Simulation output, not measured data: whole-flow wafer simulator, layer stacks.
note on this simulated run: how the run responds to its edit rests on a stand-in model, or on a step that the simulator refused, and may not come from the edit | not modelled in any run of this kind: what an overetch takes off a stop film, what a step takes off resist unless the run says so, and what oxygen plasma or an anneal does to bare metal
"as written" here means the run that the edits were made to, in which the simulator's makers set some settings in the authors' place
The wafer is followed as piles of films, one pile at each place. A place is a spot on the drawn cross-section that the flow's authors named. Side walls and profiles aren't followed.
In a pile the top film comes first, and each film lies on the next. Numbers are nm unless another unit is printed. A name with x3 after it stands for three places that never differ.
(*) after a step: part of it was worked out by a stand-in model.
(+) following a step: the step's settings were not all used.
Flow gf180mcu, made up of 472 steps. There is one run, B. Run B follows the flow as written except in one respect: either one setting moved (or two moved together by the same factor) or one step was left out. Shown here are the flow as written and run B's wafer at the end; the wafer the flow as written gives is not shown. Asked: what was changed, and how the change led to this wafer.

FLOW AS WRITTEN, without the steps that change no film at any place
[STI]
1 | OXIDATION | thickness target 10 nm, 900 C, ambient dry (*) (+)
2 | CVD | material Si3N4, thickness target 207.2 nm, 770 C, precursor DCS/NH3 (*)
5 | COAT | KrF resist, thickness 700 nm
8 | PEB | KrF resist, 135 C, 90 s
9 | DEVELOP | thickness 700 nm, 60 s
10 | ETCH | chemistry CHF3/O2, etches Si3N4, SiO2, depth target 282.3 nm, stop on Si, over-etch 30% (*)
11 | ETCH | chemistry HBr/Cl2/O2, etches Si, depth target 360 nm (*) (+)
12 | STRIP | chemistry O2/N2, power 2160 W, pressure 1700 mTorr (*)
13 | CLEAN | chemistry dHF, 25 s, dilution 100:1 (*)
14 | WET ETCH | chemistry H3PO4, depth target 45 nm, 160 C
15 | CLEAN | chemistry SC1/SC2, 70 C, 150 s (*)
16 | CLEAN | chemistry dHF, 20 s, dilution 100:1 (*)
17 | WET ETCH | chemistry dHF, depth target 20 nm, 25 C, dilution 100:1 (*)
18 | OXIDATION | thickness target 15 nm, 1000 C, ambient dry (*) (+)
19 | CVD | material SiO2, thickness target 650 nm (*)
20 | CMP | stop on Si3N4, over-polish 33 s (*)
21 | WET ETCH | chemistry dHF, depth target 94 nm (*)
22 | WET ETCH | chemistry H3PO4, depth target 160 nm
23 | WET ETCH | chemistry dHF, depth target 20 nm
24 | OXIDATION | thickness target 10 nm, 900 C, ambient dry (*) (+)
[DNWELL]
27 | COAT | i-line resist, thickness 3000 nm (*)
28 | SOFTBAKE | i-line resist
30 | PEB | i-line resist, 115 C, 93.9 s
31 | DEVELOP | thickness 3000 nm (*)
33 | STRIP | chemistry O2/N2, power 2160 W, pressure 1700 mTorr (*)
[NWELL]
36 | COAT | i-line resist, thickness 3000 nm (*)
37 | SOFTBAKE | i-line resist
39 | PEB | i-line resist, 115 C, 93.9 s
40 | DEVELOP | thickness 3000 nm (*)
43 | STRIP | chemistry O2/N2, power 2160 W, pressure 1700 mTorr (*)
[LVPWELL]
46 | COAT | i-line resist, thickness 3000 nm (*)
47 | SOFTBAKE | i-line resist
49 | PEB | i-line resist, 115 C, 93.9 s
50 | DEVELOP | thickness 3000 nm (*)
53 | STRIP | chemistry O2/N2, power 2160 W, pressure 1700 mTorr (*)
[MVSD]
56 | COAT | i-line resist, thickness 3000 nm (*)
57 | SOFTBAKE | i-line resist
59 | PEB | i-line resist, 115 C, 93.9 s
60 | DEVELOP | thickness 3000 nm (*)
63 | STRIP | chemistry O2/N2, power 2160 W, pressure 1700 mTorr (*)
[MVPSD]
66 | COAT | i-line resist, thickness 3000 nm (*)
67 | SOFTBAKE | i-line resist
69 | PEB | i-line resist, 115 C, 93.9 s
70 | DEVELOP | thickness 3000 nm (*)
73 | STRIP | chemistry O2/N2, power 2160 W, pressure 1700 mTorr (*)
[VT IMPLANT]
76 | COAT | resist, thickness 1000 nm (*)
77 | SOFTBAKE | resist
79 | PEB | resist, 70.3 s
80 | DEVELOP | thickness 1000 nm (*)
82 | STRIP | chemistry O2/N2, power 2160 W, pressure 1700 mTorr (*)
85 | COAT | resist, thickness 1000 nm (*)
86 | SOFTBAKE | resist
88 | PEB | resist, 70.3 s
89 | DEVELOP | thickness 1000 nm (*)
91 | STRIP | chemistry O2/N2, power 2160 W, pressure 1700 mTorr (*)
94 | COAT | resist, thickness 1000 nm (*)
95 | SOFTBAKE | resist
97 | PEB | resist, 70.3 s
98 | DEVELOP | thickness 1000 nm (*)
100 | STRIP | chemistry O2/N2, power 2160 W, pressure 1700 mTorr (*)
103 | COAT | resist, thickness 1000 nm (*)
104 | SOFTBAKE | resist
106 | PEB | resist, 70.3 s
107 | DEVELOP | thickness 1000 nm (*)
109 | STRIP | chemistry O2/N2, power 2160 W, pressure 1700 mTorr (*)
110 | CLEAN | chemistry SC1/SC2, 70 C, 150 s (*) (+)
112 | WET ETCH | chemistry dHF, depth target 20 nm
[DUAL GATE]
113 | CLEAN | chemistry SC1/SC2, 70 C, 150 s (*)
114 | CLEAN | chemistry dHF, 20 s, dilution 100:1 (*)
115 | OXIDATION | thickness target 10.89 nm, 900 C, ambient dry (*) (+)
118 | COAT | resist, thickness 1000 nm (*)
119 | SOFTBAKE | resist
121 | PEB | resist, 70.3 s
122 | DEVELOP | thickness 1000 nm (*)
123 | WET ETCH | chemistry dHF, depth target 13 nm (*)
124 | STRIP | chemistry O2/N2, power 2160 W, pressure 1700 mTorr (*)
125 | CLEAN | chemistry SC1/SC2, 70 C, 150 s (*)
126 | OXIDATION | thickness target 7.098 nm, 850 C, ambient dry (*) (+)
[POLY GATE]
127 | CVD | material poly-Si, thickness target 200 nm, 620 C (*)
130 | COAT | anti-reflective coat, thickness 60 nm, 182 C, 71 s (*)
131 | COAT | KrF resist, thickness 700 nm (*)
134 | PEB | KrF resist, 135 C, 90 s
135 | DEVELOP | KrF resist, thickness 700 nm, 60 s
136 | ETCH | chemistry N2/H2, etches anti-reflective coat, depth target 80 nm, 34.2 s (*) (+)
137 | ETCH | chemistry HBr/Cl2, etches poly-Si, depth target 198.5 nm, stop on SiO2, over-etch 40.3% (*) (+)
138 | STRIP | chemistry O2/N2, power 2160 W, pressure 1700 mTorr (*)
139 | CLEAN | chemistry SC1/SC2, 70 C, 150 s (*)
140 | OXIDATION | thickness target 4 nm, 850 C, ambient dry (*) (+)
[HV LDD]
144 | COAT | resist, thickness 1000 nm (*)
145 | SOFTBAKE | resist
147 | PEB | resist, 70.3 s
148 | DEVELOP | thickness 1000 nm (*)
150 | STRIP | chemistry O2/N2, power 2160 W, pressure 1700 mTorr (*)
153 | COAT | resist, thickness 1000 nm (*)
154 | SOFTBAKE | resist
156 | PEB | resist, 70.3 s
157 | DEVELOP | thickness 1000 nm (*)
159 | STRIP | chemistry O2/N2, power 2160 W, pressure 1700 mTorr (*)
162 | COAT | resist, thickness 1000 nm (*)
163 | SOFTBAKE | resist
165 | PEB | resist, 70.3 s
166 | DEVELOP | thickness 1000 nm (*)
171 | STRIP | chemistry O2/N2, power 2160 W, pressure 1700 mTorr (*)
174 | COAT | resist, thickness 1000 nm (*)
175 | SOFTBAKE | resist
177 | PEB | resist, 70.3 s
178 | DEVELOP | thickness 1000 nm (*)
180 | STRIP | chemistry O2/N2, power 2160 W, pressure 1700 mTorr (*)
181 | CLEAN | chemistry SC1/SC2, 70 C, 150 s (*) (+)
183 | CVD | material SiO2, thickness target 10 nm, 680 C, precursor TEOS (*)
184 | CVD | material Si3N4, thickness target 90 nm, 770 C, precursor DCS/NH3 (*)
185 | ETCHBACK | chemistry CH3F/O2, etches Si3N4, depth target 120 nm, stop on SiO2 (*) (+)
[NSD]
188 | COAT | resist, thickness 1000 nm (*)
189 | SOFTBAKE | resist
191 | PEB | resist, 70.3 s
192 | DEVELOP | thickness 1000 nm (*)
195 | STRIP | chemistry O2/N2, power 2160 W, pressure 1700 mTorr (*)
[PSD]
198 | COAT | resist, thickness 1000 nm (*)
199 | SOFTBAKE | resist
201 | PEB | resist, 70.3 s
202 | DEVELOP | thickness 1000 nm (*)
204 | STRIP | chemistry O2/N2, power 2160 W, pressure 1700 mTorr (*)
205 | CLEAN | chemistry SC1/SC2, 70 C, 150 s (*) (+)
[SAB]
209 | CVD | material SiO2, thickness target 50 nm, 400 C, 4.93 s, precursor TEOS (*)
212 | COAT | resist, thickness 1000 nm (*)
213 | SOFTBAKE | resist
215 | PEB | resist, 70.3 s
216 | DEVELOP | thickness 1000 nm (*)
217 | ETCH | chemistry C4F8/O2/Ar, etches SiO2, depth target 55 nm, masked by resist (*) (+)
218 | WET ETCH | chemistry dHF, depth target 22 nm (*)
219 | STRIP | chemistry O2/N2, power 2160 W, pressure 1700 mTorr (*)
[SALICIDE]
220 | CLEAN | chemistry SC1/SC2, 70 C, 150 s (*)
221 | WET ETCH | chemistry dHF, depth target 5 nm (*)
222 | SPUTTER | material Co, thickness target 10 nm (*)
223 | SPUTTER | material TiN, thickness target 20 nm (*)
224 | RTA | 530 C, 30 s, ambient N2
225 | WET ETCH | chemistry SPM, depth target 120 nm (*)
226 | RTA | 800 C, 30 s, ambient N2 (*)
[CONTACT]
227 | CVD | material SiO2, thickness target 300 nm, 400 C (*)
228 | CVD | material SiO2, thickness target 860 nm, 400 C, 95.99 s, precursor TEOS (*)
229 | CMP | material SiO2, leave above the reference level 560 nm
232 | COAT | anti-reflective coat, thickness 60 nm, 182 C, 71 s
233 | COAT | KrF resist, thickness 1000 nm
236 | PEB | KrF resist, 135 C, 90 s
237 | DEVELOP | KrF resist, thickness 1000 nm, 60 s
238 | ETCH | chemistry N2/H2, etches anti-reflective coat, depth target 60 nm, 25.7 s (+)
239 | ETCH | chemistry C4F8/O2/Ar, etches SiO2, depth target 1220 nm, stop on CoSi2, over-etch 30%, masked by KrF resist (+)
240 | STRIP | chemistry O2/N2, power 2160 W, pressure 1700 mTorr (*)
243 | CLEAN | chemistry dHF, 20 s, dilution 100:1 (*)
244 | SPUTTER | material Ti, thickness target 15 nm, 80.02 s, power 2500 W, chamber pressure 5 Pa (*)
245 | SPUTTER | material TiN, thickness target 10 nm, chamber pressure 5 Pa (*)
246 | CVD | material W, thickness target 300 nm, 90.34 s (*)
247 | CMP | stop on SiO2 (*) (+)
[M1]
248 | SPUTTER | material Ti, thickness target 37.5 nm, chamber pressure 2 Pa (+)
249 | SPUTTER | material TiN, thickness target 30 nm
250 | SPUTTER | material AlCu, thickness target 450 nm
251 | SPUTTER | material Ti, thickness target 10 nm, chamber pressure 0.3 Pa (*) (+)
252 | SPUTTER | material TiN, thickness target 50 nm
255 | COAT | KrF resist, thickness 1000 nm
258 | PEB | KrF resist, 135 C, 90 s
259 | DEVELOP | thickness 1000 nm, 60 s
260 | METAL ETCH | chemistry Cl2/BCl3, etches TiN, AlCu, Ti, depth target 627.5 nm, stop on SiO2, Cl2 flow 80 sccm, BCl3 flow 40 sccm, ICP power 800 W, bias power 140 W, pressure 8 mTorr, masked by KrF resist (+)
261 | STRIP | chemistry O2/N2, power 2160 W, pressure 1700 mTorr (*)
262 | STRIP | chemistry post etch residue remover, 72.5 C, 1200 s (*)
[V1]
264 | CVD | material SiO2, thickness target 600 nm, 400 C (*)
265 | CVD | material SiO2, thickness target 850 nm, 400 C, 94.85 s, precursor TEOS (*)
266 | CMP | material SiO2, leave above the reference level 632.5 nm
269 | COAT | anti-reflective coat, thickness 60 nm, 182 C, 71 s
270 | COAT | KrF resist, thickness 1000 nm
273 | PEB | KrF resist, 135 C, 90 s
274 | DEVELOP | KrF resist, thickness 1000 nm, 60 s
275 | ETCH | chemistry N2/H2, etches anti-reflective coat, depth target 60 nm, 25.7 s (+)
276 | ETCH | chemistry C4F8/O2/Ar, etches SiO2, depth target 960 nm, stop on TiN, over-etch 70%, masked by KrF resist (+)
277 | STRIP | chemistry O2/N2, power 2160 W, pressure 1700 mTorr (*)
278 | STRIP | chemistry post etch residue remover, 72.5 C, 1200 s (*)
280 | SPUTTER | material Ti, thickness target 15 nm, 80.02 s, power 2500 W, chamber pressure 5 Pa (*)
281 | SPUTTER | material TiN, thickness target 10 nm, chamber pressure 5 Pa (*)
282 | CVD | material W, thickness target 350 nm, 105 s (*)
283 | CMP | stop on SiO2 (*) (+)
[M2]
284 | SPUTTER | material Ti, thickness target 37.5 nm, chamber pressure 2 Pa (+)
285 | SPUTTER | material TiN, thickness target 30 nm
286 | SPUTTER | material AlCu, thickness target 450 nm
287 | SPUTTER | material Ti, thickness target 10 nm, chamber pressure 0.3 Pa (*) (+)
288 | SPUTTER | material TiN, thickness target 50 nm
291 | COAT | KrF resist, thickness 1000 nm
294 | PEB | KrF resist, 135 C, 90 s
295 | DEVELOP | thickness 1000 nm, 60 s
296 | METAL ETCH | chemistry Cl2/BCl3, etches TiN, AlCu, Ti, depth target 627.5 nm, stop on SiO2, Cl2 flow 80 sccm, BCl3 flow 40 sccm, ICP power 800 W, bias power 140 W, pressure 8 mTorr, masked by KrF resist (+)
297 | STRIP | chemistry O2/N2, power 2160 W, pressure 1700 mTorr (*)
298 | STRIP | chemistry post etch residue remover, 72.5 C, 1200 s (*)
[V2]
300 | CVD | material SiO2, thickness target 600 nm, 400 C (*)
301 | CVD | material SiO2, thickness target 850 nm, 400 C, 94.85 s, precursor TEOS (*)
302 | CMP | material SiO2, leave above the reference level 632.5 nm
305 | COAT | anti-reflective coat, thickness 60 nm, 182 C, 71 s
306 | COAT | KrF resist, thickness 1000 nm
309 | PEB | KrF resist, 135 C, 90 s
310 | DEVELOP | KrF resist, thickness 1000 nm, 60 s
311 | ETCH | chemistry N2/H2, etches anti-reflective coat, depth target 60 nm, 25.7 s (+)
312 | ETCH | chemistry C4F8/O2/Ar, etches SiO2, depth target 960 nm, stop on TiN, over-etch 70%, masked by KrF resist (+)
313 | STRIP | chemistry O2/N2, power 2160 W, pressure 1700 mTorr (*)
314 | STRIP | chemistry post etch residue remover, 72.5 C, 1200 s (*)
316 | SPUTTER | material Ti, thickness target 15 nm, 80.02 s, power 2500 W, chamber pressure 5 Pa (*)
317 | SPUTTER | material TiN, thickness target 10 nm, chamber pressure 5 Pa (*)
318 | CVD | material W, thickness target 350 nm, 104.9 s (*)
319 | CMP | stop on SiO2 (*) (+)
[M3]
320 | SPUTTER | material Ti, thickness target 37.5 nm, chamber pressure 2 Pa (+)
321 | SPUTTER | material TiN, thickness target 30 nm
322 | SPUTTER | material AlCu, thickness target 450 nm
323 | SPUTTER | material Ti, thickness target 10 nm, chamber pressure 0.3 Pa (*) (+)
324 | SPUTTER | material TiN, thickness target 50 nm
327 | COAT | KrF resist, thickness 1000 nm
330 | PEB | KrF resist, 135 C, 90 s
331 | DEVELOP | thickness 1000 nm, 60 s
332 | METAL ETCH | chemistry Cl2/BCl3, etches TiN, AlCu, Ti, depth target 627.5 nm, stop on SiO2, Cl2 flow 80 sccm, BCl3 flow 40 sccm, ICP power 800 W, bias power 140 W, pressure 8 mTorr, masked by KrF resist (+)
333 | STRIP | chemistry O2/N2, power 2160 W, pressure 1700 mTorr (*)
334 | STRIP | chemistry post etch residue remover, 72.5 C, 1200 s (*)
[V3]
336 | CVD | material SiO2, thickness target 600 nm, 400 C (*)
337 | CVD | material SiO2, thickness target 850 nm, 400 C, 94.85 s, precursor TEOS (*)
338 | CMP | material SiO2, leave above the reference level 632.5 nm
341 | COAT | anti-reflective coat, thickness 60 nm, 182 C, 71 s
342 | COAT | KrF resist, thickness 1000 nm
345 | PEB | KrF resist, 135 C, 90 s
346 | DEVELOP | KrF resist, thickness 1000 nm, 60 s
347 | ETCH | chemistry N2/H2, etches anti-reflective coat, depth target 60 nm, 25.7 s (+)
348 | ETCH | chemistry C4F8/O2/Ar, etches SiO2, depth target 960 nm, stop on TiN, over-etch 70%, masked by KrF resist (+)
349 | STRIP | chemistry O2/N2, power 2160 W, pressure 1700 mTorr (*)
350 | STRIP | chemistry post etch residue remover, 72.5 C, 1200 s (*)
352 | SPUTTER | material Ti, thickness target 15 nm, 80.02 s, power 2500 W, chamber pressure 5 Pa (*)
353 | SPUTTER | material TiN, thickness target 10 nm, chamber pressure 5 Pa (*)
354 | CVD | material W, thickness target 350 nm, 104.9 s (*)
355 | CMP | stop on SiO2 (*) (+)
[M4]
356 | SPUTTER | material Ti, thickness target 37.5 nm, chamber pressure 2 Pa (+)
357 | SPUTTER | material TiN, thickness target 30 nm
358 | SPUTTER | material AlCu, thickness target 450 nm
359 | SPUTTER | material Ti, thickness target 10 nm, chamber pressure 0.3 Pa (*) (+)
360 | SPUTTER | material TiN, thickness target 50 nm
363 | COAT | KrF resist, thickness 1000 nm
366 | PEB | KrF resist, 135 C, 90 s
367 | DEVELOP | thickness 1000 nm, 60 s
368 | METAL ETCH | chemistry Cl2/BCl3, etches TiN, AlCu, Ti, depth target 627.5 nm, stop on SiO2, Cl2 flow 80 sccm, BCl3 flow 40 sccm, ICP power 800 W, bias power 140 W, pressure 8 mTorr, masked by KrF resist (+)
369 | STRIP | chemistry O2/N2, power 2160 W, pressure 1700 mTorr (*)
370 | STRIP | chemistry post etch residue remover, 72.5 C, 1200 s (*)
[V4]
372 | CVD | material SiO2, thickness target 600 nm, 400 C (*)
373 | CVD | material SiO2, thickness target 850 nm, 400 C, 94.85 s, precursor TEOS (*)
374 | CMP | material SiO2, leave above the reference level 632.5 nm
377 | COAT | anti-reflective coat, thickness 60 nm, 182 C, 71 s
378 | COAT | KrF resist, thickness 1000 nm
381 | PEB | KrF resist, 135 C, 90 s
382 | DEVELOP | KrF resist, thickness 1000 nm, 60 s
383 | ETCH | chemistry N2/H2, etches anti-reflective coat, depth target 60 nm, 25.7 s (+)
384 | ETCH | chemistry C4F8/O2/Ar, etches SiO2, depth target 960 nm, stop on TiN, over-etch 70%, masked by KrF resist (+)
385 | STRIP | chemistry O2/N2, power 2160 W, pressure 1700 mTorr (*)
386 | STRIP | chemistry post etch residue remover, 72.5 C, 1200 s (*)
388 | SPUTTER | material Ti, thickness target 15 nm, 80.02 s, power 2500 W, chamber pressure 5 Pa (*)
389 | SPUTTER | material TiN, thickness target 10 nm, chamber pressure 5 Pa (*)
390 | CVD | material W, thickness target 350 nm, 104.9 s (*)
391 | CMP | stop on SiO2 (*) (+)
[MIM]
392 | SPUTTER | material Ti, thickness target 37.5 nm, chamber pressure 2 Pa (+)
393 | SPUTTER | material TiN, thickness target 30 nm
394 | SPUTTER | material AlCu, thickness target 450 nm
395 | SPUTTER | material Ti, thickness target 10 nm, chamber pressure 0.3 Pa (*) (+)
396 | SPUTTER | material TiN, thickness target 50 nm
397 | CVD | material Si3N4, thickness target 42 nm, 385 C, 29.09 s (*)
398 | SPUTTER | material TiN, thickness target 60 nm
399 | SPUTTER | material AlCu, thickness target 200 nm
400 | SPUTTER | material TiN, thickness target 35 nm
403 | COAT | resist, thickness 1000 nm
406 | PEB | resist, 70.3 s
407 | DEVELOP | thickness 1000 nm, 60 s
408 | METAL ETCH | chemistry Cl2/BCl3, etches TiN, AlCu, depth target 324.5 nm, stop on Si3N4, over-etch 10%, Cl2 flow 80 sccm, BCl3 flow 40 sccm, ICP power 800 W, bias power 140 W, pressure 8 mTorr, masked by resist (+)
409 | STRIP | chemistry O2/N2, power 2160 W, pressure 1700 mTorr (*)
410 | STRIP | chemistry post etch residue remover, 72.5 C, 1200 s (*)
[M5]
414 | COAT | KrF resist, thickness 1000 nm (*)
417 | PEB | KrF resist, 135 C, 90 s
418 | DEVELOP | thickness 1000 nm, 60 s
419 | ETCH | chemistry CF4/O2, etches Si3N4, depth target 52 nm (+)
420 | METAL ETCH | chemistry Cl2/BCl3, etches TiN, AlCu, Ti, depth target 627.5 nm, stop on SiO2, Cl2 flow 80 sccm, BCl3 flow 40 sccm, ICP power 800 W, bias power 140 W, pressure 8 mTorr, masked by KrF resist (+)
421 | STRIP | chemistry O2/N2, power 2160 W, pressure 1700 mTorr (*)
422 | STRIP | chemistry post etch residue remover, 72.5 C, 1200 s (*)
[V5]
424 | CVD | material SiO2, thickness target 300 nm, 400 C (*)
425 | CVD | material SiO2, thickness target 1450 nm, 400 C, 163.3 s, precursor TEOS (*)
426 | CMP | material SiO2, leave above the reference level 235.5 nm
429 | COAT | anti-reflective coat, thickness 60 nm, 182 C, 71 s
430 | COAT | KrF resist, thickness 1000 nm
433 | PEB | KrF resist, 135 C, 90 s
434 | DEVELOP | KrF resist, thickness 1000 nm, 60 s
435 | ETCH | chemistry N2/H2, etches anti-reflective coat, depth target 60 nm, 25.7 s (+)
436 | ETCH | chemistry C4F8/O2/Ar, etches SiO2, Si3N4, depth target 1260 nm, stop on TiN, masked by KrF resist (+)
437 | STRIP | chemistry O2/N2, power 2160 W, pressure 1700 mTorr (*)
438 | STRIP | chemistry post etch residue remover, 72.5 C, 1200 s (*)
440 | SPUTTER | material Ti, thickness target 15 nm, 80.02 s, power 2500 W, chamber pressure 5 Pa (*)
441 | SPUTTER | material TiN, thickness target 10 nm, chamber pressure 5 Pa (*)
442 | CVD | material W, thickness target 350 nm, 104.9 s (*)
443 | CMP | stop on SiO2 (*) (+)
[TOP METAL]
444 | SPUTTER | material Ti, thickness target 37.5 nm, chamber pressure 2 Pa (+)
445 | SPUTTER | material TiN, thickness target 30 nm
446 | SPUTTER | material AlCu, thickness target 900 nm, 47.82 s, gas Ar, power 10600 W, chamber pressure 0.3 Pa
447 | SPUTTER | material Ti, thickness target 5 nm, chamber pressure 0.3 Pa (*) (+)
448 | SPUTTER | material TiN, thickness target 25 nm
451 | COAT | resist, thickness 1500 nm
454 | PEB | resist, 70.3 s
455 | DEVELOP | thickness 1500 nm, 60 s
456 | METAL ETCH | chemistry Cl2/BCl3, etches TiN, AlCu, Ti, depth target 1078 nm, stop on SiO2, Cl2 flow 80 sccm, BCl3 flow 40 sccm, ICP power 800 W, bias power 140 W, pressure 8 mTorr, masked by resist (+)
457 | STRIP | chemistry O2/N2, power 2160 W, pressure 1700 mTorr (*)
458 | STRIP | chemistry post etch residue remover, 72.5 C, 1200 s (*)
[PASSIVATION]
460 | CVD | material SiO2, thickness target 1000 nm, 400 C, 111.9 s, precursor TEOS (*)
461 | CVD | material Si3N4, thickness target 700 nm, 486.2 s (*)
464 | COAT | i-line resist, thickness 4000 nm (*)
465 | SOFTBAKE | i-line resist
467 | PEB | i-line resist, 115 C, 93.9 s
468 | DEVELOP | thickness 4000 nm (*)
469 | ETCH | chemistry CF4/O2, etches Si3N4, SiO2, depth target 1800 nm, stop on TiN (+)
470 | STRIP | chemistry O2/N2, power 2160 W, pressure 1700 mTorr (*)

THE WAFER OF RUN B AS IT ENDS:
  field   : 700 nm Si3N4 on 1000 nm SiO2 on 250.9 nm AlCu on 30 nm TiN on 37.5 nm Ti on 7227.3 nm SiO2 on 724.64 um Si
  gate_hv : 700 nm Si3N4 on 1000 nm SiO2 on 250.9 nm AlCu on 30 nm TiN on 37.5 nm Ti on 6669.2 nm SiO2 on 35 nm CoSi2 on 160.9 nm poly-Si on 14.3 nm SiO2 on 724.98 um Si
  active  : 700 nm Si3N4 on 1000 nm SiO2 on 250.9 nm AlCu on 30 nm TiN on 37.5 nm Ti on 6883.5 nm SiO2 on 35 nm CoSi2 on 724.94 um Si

Cause: step 456, METAL ETCH: depth target 673.4 nm was run, though the flow has depth target 1078 nm.

Step by step, how the change led to this:
  456 | METAL ETCH | chemistry Cl2/BCl3, etches TiN, AlCu, Ti, depth target 1078 nm, stop on SiO2, Cl2 flow 80 sccm, BCl3 flow 40 sccm, ICP power 800 W, bias power 140 W, pressure 8 mTorr, masked by resist (+)
      field, field__w1, field__w2 and 103 more: -25 TiN (all of it), -5 Ti (all of it), -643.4 AlCu (as written it would have been: -25 TiN (all of it), -5 Ti (all of it), -900 AlCu (all of it), -30 TiN (all of it), -37.5 Ti (all of it))
      field__w8, contact, m1, m1__w1, pad, m1_nw: -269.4 resist (as written it would have been: -431 resist)
  457 | STRIP | chemistry O2/N2, power 2160 W, pressure 1700 mTorr (*)
      field__w8, contact, m1, m1__w1, pad, m1_nw: -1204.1 resist (all of it) (as written it would have been: -1042.5 resist (all of it))
  458 | STRIP | chemistry post etch residue remover, 72.5 C, 1200 s (*)
      field, field__w1, field__w2 and 103 more: -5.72 AlCu (as written it would have been: nothing)
  460 | CVD | material SiO2, thickness target 1000 nm, 400 C, 111.9 s, precursor TEOS (*)
      field, field__w1, field__w2 and 103 more: +1000 SiO2 (new film) (as written it would have been: +1000 SiO2)
  464 | COAT | i-line resist, thickness 4000 nm (*)
      field__w8: +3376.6 i-line resist (new film) (as written it would have been: +3093.1 i-line resist (new film))
      contact: +3412 i-line resist (new film) (as written it would have been: +3153.6 i-line resist (new film))
      (also at 4 further places)
  465 | SOFTBAKE | i-line resist
      gate: -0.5 i-line resist (as written it would have been: +1.79 i-line resist)
      field__w11, field__w13: +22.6 i-line resist (as written it would have been: +37.6 i-line resist)
      (also at 66 further places)
  467 | PEB | i-line resist, 115 C, 93.9 s
      field__w8, m1__w1: -55 i-line resist (as written it would have been: -49.2 i-line resist)
      contact, m1: -55.3 i-line resist (as written it would have been: -49.6 i-line resist)
      (also at 2 further places)
  468 | DEVELOP | thickness 4000 nm (*)
      pad: -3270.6 i-line resist (all of it) (as written it would have been: -2960.4 i-line resist (all of it))
  470 | STRIP | chemistry O2/N2, power 2160 W, pressure 1700 mTorr (*)
      field__w8, m1__w1: -2081.1 i-line resist (all of it) (as written it would have been: -1775.9 i-line resist (all of it))
      contact: -2094.5 i-line resist (all of it) (as written it would have been: -1798.3 i-line resist (all of it))
      (also at 2 further places)
With metal films that touch counted as one body, field has 1 body; the flow as written gives 0 bodies.
With metal films that touch counted as one body, gate_hv has 2 bodies (between them, from the top down: SiO2 6669.2); the flow as written gives 1 body.
With metal films that touch counted as one body, active has 2 bodies (between them, from the top down: SiO2 6883.5); the flow as written gives 1 body.
